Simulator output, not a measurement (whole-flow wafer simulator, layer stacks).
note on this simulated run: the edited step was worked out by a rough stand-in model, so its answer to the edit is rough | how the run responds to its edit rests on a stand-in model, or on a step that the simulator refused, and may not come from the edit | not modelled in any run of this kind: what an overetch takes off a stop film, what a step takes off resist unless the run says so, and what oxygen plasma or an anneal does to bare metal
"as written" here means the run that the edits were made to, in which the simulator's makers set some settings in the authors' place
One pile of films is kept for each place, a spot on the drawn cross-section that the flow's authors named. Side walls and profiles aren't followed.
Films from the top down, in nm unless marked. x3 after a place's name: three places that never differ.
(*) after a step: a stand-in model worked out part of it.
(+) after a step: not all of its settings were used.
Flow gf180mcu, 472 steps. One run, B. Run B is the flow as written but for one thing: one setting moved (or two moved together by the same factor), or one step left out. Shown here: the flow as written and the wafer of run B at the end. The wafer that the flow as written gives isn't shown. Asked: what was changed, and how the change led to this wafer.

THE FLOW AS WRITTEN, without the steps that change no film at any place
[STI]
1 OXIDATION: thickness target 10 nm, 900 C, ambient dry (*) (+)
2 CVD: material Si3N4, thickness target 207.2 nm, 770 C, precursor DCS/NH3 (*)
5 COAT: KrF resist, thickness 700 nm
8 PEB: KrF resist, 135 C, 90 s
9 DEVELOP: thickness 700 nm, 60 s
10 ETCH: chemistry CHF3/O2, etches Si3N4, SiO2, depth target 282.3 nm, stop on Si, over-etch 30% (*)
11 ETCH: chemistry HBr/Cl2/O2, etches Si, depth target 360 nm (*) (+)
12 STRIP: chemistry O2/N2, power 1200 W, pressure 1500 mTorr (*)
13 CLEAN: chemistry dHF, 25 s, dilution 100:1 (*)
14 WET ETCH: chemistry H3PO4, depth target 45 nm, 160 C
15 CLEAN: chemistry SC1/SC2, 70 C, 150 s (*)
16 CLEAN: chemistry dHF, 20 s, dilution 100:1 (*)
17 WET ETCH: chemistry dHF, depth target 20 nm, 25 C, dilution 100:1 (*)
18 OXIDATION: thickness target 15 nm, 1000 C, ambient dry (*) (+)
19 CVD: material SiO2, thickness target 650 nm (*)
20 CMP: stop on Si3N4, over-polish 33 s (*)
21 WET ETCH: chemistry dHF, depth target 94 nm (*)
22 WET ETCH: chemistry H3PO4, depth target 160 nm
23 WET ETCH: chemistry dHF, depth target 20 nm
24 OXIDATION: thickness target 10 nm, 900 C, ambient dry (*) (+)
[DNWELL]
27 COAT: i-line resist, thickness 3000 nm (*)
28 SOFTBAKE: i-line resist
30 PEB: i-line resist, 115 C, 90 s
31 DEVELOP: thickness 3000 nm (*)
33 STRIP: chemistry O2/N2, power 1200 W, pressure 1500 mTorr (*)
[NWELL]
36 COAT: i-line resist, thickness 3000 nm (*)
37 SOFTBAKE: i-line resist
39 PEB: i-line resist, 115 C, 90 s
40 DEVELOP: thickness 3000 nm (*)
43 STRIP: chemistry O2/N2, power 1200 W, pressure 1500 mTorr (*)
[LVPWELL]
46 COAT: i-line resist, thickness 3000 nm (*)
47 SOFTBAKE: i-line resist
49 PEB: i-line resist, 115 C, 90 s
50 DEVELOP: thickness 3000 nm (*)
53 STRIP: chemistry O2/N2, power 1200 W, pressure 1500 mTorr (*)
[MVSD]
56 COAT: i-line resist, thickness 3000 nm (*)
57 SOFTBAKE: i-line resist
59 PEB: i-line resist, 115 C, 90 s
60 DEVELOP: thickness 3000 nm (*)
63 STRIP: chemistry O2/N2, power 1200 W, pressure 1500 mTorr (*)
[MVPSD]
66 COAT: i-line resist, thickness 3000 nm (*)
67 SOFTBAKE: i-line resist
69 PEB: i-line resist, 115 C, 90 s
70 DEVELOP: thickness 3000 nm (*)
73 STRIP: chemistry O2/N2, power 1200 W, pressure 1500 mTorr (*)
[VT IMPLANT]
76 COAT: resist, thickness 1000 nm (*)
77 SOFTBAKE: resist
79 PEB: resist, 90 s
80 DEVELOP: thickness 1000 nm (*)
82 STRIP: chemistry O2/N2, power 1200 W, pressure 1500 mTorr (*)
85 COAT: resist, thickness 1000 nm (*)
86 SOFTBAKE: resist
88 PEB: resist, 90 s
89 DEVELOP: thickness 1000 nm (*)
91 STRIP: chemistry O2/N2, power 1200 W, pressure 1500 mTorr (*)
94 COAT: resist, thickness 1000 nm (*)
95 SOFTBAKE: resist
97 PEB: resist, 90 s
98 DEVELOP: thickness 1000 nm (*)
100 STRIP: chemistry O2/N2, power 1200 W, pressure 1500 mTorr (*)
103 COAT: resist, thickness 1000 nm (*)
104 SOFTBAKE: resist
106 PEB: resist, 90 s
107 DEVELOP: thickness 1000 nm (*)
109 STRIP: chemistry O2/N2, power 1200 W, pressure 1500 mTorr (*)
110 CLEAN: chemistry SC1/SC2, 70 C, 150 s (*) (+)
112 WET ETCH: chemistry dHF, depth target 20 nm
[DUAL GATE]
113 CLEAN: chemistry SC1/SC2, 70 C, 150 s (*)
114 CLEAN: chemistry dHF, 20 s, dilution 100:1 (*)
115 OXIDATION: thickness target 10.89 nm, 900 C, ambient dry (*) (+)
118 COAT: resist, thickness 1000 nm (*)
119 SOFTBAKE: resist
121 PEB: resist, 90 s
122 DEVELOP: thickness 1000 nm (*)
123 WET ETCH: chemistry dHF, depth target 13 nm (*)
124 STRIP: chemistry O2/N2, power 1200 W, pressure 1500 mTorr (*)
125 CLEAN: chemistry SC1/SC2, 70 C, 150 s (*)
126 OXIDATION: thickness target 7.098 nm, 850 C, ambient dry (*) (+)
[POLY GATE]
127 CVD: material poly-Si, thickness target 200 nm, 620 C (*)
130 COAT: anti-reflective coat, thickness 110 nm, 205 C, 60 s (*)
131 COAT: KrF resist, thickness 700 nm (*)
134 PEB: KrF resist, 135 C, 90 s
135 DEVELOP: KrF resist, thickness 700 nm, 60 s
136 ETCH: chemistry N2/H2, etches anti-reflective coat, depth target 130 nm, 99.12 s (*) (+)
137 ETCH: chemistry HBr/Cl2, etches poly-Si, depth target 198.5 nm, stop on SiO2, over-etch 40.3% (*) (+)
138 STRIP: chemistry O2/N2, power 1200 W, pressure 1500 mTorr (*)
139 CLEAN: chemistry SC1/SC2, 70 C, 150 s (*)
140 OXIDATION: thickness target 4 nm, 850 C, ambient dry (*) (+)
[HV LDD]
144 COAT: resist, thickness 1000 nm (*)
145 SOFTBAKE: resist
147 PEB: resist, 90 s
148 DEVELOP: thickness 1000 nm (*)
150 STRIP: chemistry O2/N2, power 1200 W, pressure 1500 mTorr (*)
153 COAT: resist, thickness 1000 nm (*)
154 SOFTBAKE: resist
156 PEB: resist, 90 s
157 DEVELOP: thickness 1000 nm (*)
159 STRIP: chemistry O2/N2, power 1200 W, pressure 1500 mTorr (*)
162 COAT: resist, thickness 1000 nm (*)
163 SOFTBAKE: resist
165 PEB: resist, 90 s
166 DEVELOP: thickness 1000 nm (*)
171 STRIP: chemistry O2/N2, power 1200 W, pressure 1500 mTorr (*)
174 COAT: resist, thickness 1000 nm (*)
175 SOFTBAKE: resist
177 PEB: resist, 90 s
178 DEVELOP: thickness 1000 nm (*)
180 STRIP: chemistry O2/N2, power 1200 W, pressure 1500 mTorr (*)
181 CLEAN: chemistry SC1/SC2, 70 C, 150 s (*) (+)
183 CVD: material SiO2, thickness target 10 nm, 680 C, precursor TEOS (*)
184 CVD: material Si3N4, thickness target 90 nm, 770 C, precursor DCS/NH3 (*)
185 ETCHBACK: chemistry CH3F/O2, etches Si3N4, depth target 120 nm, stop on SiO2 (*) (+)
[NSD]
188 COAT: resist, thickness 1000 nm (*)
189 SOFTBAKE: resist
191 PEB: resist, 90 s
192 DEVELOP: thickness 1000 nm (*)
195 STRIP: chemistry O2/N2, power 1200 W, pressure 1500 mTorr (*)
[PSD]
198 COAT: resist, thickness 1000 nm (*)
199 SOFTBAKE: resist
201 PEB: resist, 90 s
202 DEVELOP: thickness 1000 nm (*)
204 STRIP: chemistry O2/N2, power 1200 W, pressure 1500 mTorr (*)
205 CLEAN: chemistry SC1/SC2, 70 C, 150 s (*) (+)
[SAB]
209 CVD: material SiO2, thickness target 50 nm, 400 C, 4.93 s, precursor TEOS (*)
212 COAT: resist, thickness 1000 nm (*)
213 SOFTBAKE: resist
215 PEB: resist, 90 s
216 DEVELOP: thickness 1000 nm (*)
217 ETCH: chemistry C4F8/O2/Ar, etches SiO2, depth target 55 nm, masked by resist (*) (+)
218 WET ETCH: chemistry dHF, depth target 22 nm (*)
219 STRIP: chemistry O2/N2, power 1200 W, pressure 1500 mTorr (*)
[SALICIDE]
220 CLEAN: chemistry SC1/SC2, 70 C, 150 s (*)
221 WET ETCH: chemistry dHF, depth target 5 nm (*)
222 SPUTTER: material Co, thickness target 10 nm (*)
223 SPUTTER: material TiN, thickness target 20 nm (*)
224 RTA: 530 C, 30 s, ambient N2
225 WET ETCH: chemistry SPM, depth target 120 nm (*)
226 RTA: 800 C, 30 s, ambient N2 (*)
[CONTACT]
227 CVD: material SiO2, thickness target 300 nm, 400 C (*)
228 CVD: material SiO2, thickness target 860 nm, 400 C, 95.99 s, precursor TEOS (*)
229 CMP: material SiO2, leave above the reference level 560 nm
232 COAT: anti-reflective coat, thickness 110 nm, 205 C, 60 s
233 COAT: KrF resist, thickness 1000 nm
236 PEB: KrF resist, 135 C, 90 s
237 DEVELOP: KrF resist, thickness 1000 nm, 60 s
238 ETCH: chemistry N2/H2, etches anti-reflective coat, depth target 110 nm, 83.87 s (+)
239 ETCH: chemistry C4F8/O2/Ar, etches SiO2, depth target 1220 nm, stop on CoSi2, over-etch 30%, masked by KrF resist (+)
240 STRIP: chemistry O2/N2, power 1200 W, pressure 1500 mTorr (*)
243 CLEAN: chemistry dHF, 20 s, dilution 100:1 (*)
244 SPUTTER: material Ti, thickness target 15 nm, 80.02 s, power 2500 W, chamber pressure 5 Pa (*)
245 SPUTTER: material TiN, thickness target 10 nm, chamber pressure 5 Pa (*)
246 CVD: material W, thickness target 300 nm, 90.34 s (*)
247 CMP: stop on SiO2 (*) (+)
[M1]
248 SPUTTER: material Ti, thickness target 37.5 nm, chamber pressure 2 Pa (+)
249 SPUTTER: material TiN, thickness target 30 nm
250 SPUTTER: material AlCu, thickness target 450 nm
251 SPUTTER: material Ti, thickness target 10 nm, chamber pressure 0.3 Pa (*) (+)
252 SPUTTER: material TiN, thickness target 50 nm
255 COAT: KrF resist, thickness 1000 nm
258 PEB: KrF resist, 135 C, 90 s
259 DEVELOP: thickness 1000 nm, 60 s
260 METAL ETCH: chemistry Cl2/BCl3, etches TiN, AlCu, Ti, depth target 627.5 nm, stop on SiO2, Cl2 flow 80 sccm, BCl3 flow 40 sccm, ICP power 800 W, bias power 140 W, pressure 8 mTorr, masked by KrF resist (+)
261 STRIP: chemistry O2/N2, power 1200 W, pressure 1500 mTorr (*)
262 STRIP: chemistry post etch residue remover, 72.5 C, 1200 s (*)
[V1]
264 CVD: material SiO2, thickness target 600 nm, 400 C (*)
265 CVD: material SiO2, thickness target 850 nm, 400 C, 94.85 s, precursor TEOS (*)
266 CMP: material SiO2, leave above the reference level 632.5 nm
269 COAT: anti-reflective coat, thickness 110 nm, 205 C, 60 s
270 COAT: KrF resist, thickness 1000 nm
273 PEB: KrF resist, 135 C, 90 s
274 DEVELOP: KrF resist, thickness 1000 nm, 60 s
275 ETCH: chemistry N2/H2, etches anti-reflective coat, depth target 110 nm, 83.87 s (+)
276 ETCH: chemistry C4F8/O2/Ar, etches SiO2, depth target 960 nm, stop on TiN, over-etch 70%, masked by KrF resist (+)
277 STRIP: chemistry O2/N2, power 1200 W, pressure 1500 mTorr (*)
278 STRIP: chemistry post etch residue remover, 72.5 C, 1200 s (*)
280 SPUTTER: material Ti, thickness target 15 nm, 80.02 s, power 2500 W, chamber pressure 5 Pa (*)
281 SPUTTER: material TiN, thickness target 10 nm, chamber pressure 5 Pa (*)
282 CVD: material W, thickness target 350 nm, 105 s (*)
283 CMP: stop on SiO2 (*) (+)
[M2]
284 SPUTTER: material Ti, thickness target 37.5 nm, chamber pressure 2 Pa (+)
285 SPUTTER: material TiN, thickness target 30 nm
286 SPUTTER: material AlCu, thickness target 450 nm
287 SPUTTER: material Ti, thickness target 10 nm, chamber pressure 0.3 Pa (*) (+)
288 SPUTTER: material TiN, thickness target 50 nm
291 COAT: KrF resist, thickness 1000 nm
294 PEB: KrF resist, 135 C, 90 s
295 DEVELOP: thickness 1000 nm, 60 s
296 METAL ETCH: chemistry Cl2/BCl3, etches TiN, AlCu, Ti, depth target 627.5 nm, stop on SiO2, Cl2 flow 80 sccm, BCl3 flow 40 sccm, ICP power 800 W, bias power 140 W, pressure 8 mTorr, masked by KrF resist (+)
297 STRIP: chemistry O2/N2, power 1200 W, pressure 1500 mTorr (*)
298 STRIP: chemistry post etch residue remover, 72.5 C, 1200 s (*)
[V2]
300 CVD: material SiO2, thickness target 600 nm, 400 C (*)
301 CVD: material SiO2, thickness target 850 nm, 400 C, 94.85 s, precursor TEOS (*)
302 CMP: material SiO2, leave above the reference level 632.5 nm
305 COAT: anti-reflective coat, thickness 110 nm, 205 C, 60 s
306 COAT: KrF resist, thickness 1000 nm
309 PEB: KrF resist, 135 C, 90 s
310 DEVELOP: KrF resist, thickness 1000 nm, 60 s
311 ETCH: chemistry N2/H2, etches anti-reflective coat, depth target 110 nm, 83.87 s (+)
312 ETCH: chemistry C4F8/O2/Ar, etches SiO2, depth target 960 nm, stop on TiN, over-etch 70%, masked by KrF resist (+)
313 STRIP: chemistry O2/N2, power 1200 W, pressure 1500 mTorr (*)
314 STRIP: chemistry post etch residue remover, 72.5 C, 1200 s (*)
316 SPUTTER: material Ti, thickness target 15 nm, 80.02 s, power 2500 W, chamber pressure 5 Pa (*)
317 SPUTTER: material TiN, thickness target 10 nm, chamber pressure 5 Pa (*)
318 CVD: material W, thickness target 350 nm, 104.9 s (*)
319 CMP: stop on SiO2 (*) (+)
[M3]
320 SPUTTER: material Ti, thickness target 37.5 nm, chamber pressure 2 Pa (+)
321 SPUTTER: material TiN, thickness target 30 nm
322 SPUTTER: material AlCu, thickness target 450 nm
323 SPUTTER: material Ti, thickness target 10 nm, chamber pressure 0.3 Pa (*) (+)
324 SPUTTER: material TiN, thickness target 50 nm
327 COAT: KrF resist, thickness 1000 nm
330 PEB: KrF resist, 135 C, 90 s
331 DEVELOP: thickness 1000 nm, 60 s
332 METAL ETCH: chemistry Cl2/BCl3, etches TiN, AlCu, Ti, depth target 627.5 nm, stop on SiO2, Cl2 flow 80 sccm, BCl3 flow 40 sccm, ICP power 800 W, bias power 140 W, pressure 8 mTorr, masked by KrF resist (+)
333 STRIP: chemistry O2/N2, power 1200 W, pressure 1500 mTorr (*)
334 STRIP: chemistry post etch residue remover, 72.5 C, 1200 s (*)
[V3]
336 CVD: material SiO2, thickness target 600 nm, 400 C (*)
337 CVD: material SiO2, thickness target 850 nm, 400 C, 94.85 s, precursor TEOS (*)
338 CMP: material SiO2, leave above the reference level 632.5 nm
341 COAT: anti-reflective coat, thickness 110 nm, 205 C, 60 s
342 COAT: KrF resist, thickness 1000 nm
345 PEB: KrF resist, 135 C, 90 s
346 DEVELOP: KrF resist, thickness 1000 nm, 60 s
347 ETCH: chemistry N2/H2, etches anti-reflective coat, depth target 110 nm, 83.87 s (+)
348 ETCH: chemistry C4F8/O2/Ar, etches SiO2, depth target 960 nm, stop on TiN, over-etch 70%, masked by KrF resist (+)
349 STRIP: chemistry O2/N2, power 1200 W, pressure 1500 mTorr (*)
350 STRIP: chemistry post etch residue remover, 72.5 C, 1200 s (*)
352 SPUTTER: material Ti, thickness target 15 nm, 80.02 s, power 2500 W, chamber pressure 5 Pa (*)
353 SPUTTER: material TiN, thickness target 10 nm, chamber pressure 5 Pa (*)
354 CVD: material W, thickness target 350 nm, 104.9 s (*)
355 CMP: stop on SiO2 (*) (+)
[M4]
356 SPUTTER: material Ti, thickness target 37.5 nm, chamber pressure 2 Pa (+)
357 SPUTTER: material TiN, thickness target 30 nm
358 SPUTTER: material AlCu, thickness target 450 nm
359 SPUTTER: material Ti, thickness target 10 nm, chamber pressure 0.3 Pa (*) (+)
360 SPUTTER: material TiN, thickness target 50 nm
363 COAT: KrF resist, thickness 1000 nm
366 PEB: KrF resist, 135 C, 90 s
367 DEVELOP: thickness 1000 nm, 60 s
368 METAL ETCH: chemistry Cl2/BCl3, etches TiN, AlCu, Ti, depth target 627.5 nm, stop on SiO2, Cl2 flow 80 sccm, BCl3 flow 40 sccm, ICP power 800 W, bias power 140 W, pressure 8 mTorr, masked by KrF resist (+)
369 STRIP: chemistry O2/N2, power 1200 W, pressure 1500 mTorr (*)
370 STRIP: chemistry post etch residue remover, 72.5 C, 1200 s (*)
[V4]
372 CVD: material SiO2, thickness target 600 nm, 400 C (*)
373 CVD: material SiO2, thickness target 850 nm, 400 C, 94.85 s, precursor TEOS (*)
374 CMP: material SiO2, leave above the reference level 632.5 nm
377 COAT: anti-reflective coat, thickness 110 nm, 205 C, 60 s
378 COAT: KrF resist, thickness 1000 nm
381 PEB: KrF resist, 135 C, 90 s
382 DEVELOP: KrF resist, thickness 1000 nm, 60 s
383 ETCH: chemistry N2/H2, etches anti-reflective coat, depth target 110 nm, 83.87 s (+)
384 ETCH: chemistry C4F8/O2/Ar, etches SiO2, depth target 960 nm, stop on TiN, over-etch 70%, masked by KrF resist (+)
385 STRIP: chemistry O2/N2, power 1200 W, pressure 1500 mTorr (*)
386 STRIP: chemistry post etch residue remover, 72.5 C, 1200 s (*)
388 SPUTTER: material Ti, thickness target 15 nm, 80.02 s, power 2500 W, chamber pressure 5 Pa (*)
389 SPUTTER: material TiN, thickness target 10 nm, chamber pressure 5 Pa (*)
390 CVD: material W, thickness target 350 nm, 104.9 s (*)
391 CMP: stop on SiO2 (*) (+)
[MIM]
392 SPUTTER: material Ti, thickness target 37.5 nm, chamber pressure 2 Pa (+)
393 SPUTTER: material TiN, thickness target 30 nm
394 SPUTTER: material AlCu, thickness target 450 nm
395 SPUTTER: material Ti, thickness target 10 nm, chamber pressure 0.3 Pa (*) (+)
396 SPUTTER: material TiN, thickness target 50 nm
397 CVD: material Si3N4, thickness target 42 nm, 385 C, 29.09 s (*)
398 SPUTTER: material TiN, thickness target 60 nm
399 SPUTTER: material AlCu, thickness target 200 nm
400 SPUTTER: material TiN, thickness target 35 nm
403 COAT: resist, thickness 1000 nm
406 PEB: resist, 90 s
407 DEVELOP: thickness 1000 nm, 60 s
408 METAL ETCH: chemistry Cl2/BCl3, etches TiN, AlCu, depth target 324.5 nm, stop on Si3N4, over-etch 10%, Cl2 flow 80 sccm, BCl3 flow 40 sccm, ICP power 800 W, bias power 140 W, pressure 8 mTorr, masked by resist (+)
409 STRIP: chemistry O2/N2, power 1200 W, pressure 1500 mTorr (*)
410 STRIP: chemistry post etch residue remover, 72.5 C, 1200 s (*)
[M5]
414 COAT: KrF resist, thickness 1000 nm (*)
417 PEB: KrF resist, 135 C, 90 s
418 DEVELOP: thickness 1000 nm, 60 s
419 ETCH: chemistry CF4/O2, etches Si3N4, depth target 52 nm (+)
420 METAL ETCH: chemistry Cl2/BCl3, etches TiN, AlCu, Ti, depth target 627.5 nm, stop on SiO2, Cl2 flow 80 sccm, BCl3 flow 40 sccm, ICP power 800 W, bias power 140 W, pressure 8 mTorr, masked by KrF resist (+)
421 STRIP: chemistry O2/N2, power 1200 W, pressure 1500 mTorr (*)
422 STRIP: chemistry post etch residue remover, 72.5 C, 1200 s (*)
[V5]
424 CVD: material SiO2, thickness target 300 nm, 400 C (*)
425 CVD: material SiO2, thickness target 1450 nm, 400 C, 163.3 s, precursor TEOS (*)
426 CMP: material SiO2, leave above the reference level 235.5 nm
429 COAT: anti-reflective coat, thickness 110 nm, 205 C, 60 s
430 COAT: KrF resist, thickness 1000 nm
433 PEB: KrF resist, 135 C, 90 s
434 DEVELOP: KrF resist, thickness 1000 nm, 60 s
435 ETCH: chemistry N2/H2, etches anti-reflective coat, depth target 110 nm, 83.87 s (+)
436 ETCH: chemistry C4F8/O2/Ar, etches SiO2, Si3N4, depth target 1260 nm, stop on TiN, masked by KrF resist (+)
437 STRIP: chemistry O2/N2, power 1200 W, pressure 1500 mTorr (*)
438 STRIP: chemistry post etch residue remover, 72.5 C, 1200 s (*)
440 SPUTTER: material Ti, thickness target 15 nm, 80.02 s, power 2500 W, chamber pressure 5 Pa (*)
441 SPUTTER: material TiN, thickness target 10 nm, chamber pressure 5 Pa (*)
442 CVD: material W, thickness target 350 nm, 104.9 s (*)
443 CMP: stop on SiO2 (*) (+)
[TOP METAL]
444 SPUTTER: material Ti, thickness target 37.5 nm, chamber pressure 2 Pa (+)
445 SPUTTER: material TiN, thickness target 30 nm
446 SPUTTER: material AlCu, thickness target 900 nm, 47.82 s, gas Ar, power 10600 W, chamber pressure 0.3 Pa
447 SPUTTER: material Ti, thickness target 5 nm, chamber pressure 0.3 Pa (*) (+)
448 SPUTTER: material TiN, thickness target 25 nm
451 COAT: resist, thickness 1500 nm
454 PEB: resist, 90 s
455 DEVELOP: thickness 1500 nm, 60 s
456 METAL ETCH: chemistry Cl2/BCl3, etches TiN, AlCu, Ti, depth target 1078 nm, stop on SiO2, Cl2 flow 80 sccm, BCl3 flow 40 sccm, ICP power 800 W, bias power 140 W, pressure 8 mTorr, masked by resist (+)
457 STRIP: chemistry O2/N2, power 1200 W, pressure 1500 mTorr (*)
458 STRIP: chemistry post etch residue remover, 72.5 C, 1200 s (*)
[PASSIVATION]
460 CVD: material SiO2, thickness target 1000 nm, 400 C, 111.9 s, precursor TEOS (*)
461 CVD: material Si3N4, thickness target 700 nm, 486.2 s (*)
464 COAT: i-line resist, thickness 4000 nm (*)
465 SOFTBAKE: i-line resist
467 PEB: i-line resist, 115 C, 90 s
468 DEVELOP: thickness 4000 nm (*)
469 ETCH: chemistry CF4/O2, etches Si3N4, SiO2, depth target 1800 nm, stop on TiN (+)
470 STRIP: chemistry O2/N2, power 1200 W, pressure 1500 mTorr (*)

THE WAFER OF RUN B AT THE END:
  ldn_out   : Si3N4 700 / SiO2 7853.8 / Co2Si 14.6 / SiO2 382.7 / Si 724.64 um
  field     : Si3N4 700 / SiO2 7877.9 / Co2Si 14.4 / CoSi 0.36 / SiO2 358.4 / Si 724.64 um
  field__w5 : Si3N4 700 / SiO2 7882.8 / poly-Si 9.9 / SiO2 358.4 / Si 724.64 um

The cause: step 137, ETCH: depth target 133 nm was run, where the flow has depth target 198.5 nm.

How the change led to this, step by step:
  137 ETCH: chemistry HBr/Cl2, etches poly-Si, depth target 198.5 nm, stop on SiO2, over-etch 40.3% (*) (+)
      field, field__w3, field__w12 and 10 more: poly-Si -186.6 (as written it would be: poly-Si -198.6 (all of it), SiO2 -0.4)
      active, n_well, sd_p and 9 more: poly-Si -186.6 (as written it would be: poly-Si -198.7 (all of it), SiO2 -0.4)
      (and at 67 more places)
  138 STRIP: chemistry O2/N2, power 1200 W, pressure 1500 mTorr (*)
      field, field__w1, field__w2 and 61 more: chemical SiO2 +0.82 (new film), poly-Si -0.36 (as written it would be: nothing)
      gate: chemical SiO2 +0.63 (new film), KrF resist -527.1 (all of it), anti-reflective coat -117 (all of it), poly-Si -0.28 (as written it would be: chemical SiO2 +0.62 (new film), KrF resist -496.5 (all of it), anti-reflective coat -117 (all of it), poly-Si -0.27)
      (and at 27 more places)
  139 CLEAN: chemistry SC1/SC2, 70 C, 150 s (*)
      field, field__w1, field__w2 and 34 more: chemical SiO2 -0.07, poly-Si -0.27 (as written it would be: SiO2 -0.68)
  140 OXIDATION: thickness target 4 nm, 850 C, ambient dry (*) (+)
      field, field__w1, field__w2 and 21 more: SiO2 +4 (new film), chemical SiO2 -0.76 (all of it), poly-Si -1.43 (as written it would be: SiO2 +0.15, Si -0.07)
      active_hv, active_nat, ld_sd_n and 11 more: SiO2 +4 (new film), chemical SiO2 -0.76 (all of it), poly-Si -1.43 (as written it would be: SiO2 +0.96, Si -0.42)
      (and at 26 more places)
  145 SOFTBAKE: resist
      field: resist +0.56 (as written it would be: nothing)
      nw_enc_fld_lv__w3: resist -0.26 (as written it would be: resist +0.39)
  154 SOFTBAKE: resist
      field: resist +0.56 (as written it would be: nothing)
      nw_enc_fld_lv__w3: resist -0.26 (as written it would be: resist +0.39)
  163 SOFTBAKE: resist
      field: resist +0.56 (as written it would be: nothing)
      nw_enc_fld_lv__w3: resist -0.26 (as written it would be: resist +0.39)
  175 SOFTBAKE: resist
      field: resist +0.56 (as written it would be: nothing)
      nw_enc_fld_lv__w3: resist -0.26 (as written it would be: resist +0.39)
  189 SOFTBAKE: resist
      active_hv: resist +0.18 (as written it would be: resist +0.78)
  199 SOFTBAKE: resist
      active_hv: resist +0.18 (as written it would be: resist +0.78)
  218 WET ETCH: chemistry dHF, depth target 22 nm (*)
      field__w7, field__w8, field__w11 and 14 more: SiO2 -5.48 (all of it) (as written it would be: SiO2 -24.6)
      field, field__w10, sti and 13 more: SiO2 -5.48 (all of it) (as written it would be: SiO2 -24.5)
      (and at 40 more places)
  219 STRIP: chemistry O2/N2, power 1200 W, pressure 1500 mTorr (*)
      field, field__w1, field__w2 and 47 more: chemical SiO2 +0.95 (new film), poly-Si -0.42 (as written it would be: nothing)
  220 CLEAN: chemistry SC1/SC2, 70 C, 150 s (*)
      field, field__w1, field__w2 and 47 more: chemical SiO2 -0.19, poly-Si -0.21 (as written it would be: SiO2 -0.68)
  221 WET ETCH: chemistry dHF, depth target 5 nm (*)
      field, field__w1, field__w2 and 23 more: chemical SiO2 -0.76 (all of it) (as written it would be: SiO2 -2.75)
      field__w6, field__w11, field__w12 and 17 more: chemical SiO2 -0.76 (all of it) (as written it would be: SiO2 -2.76)
      (and at 4 more places)
  222 SPUTTER: material Co, thickness target 10 nm (*)
      field__w12: Co +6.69 (new film) (as written it would be: Co +6.15 (new film))
  223 SPUTTER: material TiN, thickness target 20 nm (*)
      field__w2: TiN +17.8 (new film) (as written it would be: TiN +17 (new film))
      field__w3: TiN +16.6 (new film) (as written it would be: TiN +15.7 (new film))
      (and at 5 more places)
  ... 7 more steps ...
  246 CVD: material W, thickness target 300 nm, 90.34 s (*)
      polyc_n, polyc_p: W +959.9 (new film) (as written it would be: W +936 (new film))
Counting metal films that touch as one body, field has 1 body; the flow as written gives 0 bodies.
